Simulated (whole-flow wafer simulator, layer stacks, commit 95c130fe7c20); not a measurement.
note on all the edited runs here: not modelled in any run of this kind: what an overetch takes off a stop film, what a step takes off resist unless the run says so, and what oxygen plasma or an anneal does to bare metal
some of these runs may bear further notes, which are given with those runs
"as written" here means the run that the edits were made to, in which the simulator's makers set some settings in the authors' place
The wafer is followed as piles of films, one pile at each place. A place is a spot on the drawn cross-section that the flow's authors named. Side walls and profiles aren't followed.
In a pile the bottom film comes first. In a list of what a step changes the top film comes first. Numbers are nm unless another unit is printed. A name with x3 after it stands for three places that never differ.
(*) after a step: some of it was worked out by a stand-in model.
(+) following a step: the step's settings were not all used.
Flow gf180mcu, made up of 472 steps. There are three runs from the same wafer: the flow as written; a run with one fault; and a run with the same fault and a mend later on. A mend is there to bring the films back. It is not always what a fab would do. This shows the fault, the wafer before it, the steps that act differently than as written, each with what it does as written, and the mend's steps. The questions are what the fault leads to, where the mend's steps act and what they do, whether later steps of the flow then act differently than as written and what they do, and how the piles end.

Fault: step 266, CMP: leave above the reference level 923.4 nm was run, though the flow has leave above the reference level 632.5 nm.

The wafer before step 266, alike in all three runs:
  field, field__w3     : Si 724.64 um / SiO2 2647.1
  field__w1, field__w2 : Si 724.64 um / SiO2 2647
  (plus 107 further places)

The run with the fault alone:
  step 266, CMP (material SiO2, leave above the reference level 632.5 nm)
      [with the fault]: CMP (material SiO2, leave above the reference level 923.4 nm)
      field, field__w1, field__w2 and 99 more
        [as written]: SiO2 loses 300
        [with the fault]: SiO2 loses 9.1
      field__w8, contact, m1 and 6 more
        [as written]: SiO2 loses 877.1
        [with the fault]: SiO2 loses 586.2
  Steps later in the flow that act otherwise than as written:
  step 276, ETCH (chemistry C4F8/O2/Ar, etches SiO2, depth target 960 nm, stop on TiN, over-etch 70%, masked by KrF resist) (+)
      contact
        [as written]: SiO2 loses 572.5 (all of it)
        [with the fault]: SiO2 loses 863.4 (all of it)
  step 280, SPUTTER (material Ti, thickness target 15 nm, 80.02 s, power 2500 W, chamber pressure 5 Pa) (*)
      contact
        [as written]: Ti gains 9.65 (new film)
        [with the fault]: Ti gains 8.16 (new film)
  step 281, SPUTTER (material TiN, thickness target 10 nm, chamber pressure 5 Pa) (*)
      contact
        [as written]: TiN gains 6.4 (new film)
        [with the fault]: TiN gains 5.4 (new film)
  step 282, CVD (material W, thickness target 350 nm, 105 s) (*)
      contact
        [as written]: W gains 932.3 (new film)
        [with the fault]: W gains 1225.7 (new film)
  The piles end different from the flow's at field, field__w1, field__w2 and 109 more by more than 2% or 0.5 nm, whichever is larger.
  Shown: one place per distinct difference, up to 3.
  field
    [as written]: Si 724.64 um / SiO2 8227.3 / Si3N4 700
    [with the fault]: Si 724.64 um / SiO2 8518.2 / Si3N4 700
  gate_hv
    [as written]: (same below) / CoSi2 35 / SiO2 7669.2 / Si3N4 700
    [with the fault]: (same below) / CoSi2 35 / SiO2 7960.1 / Si3N4 700
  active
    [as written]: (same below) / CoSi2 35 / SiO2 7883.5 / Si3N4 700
    [with the fault]: (same below) / CoSi2 35 / SiO2 8174.4 / Si3N4 700

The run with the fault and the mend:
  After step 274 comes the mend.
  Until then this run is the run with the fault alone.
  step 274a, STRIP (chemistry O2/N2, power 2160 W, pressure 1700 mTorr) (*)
      field, field__w1, field__w2 and 107 more
        KrF resist loses 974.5 (all of it), anti-reflective coat loses 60 (all of it)
      contact
        anti-reflective coat loses 60 (all of it)
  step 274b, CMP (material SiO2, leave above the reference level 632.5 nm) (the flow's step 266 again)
      field, field__w1, field__w2 and 108 more
        SiO2 loses 290.9
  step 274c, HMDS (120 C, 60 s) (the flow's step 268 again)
      leaves every film unchanged at each place that is followed
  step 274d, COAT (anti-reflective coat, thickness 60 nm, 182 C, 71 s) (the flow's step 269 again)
      field, field__w1, field__w2 and 108 more
        anti-reflective coat gains 60 (new film)
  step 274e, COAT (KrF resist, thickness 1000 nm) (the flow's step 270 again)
      field, field__w1, field__w2 and 108 more
        KrF resist gains 1000 (new film)
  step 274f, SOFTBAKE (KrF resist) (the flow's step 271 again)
      leaves every film unchanged at each place that is followed
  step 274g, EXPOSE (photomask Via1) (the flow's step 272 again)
      leaves every film unchanged at each place that is followed
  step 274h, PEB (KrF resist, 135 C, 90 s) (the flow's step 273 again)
      field, field__w1, field__w2 and 108 more
        KrF resist loses 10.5
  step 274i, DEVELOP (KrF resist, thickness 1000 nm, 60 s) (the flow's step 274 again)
      field, field__w1, field__w2 and 107 more
        KrF resist loses 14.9
      contact
        KrF resist loses 989.5 (all of it)
  None of the later steps of the flow acts differently than as written at any place that is followed.
  The piles end the same as the flow's at every place that both follow.
